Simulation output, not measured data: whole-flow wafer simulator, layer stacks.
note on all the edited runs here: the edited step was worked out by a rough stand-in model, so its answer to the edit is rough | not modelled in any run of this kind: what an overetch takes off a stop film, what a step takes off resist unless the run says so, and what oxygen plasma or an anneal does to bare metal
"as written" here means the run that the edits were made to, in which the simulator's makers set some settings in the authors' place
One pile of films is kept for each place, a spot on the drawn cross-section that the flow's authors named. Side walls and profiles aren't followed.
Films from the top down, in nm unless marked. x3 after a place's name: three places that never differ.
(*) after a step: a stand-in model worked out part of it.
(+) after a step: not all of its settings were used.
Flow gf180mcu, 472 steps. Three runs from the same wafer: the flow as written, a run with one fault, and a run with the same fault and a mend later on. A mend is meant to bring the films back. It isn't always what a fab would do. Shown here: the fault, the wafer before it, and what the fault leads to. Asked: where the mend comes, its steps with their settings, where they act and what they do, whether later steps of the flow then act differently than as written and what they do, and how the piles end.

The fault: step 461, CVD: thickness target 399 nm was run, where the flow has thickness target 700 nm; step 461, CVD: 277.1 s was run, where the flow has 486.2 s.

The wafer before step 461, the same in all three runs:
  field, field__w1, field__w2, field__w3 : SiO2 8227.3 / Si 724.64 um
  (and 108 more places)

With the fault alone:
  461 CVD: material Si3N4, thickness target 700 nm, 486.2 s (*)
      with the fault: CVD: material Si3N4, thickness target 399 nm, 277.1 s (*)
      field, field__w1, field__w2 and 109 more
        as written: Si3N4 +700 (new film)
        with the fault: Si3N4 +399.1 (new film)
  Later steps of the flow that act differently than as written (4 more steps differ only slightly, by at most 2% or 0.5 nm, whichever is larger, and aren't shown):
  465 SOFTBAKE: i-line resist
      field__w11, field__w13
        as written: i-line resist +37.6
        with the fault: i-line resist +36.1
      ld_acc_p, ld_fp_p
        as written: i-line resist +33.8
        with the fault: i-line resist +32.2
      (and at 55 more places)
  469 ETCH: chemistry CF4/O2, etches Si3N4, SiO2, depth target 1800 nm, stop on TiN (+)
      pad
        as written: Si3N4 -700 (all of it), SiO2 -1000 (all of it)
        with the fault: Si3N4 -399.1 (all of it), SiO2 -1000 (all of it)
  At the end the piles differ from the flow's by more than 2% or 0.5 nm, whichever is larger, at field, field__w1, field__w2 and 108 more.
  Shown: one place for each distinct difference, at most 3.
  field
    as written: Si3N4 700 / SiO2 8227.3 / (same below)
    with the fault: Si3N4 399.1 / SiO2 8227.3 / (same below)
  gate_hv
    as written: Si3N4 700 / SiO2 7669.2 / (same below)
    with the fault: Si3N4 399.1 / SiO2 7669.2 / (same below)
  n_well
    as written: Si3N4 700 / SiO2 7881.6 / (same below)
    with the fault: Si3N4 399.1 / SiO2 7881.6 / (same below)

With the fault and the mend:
  The mend comes after step 461.
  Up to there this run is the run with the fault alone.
  461a CVD: material Si3N4, thickness target 301 nm, 209.1 s (*) (the flow's step 461 once more, with other settings)
      field, field__w1, field__w2 and 109 more
        Si3N4 +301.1
  No later step of the flow acts differently than as written, at any place that is followed, by more than 2% or 0.5 nm, whichever is larger.
  At the end the piles differ from the flow's only slightly at the places that both follow, by at most 2% or 0.5 nm, whichever is larger.
